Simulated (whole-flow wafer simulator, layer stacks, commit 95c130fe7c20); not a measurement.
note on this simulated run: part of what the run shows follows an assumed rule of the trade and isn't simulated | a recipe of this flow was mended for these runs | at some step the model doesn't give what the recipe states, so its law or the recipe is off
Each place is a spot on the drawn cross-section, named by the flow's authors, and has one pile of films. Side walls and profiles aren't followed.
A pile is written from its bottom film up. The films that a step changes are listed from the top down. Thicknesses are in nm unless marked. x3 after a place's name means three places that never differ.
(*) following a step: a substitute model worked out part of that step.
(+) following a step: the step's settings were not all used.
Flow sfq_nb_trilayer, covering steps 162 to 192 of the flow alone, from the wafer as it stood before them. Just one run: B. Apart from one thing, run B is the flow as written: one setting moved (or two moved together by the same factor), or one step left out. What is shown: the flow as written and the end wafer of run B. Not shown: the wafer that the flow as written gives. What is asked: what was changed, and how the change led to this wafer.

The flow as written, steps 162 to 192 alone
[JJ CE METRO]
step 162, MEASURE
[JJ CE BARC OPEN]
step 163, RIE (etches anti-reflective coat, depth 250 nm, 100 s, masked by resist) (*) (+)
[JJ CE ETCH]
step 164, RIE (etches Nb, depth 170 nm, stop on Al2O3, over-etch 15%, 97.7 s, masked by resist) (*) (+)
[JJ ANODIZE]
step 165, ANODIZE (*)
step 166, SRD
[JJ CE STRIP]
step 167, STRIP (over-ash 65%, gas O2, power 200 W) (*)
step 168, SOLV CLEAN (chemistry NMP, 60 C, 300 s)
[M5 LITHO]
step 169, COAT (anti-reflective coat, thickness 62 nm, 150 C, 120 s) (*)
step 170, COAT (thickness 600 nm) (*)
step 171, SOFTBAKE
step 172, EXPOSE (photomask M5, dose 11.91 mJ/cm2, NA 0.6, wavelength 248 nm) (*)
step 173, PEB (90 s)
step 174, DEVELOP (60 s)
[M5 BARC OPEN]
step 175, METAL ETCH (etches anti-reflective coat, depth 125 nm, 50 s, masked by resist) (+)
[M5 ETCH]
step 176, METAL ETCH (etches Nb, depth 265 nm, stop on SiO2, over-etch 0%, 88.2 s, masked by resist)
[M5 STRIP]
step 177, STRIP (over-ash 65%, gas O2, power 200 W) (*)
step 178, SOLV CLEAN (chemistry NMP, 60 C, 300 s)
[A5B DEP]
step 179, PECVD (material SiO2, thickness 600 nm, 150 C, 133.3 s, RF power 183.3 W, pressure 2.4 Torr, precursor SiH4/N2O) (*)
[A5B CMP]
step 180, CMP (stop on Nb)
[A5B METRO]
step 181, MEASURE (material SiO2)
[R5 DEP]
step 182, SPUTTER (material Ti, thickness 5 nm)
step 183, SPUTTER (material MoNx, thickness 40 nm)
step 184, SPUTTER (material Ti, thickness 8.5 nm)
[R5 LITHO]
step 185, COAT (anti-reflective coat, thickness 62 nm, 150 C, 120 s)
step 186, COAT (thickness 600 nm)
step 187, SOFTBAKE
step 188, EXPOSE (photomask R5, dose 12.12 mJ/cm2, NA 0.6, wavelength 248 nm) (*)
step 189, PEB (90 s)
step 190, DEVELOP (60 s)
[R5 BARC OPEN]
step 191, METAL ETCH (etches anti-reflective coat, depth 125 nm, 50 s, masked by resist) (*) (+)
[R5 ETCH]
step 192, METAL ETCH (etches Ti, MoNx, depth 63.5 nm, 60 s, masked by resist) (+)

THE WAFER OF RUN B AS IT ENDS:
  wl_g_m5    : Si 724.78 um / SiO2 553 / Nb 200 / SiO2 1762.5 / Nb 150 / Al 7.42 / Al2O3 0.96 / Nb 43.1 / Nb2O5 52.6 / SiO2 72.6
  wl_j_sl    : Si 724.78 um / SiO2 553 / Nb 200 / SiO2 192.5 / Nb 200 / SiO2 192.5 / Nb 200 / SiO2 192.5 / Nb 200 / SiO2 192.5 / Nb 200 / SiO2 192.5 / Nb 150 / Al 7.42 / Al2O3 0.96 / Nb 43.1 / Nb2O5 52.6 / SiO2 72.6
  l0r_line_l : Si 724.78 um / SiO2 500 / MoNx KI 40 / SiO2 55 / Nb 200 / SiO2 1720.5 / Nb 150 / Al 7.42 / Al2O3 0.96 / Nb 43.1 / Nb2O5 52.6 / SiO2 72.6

Cause: step 163, RIE: etches anti-reflective coat, depth 250 nm, 100 s, masked by resist (*) (+), was not run.

Step by step, how the change led to this:
  step 164, RIE (etches Nb, depth 170 nm, stop on Al2O3, over-etch 15%, 97.7 s, masked by resist) (*) (+)
      p4_fl, p4_fm, p4_w1 and 73 more: anti-reflective coat loses 62 (all of it), Nb loses 108 (in the flow as written it would be: Nb loses 170 (all of it), Al2O3 loses 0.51)
      res, r_end, moat and 6 more: anti-reflective coat loses 62.3 (all of it), Nb loses 107.7 (in the flow as written it would be: Nb loses 170 (all of it), Al2O3 loses 0.51)
      (also at 17 further places)
  step 165, ANODIZE (*)
      field_l, v_sur, via_sp and 96 more: Nb2O5 gains 52.6 (new film), Nb loses 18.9 (in the flow as written it would be: Al2O3 gains 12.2, Nb2O5 gains 29.9 (new film), Al loses 7.42 (all of it), Nb loses 10.8)
      via_wl, via_wr: nothing (in the flow as written it would be: Al2O3 gains 7.51 (new film), Nb2O5 gains 39.2 (new film), Al loses 4.55 (all of it), Nb loses 14.1)
      (also at 1 further place)
  step 167, STRIP (over-ash 65%, gas O2, power 200 W) (*)
      via_wl, via_wr: anti-reflective coat loses 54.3 (all of it) (in the flow as written it would be: nothing)
      ce_l: KrF-resist-other-grade loses 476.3 (all of it), anti-reflective coat loses 62.2 (all of it) (in the flow as written it would be: KrF-resist-other-grade loses 226.3 (all of it), anti-reflective coat loses 62.2 (all of it))
      (also at 3 further places)
  step 169, COAT (anti-reflective coat, thickness 62 nm, 150 C, 120 s) (*)
      field_l: anti-reflective coat gains 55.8 (new film) (in the flow as written it would be: anti-reflective coat gains 61.6 (new film))
      v_sur: anti-reflective coat gains 38.7 (new film) (in the flow as written it would be: anti-reflective coat gains 26.6 (new film))
      (also at 25 further places)
  step 170, COAT (thickness 600 nm) (*)
      v_sur: KrF-resist-other-grade gains 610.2 (new film) (in the flow as written it would be: KrF-resist-other-grade gains 593.2 (new film))
      via_w: KrF-resist-other-grade gains 718.4 (new film) (in the flow as written it would be: KrF-resist-other-grade gains 736.5 (new film))
      (also at 7 further places)
  step 174, DEVELOP (60 s)
      wl_a_sl: KrF-resist-other-grade loses 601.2 (all of it) (in the flow as written it would be: KrF-resist-other-grade loses 619.6 (all of it))
  step 175, METAL ETCH (etches anti-reflective coat, depth 125 nm, 50 s, masked by resist) (+)
      field_l: anti-reflective coat loses 55.8 (all of it) (in the flow as written it would be: anti-reflective coat loses 61.6 (all of it), Al2O3 loses 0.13)
      r_sur: anti-reflective coat loses 58.6 (all of it) (in the flow as written it would be: anti-reflective coat loses 49.6 (all of it), Al2O3 loses 0.15)
      (also at 5 further places)
  step 176, METAL ETCH (etches Nb, depth 265 nm, stop on SiO2, over-etch 0%, 88.2 s, masked by resist)
      p4_fl, p4_fm, p4_w1 and 36 more: Nb2O5 loses 52.6 (all of it), Nb loses 43.1 (all of it), Al2O3 loses 0.96 (all of it), Al loses 7.42 (all of it), Nb loses 150 (all of it), SiO2 loses 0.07 (in the flow as written it would be: Al2O3 loses 12.6 (all of it), Nb2O5 loses 29.9 (all of it), Nb loses 139.2 (all of it), SiO2 loses 8.33)
      r_end, moat, field_r, lsp_l, lsp_m, ln_m6, lsp_r, l0_sur: Nb2O5 loses 52.6 (all of it), Nb loses 43.4 (all of it), Al2O3 loses 0.96 (all of it), Al loses 7.42 (all of it), Nb loses 150 (all of it) (in the flow as written it would be: Al2O3 loses 12.6 (all of it), Nb2O5 loses 29.9 (all of it), Nb loses 139.2 (all of it), SiO2 loses 8.33)
      (also at 6 further places)
  step 177, STRIP (over-ash 65%, gas O2, power 200 W) (*)
      v_sur: KrF-resist-other-grade loses 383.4 (all of it), anti-reflective coat loses 38.7 (all of it) (in the flow as written it would be: KrF-resist-other-grade loses 366.5 (all of it), anti-reflective coat loses 26.6 (all of it))
      via_wl: KrF-resist-other-grade loses 430 (all of it), anti-reflective coat loses 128 (all of it) (in the flow as written it would be: KrF-resist-other-grade loses 418.2 (all of it), anti-reflective coat loses 184 (all of it))
      (also at 18 further places)
  step 180, CMP (stop on Nb)
      p4_fl, p4_fm, p4_w1 and 38 more: SiO2 loses 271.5 (in the flow as written it would be: SiO2 loses 263.3)
      wl_j_sl, wl_j_sr, wl_b_m5 and 32 more: SiO2 loses 525.7 (in the flow as written it would be: SiO2 loses 453.5)
      (also at 21 further places)
Taking metal films that touch as one body, wl_g_m5 has 3 bodies (between them, from the top down: Al2O3 0.96; SiO2 1762.5); the flow as written gives 2 bodies (between them, from the top down: SiO2 1762.5).
Taking metal films that touch as one body, wl_j_sl has 7 bodies (between them, from the top down: Al2O3 0.96; SiO2 192.5; SiO2 192.5; SiO2 192.5; SiO2 192.5; SiO2 192.5); the flow as written gives 6 bodies (between them, from the top down: SiO2 192.5; SiO2 192.5; SiO2 192.5; SiO2 192.5; SiO2 192.5).
Taking metal films that touch as one body, l0r_line_l has 4 bodies (between them, from the top down: Al2O3 0.96; SiO2 1720.5; SiO2 55); the flow as written gives 3 bodies (between them, from the top down: SiO2 1720.5; SiO2 55).
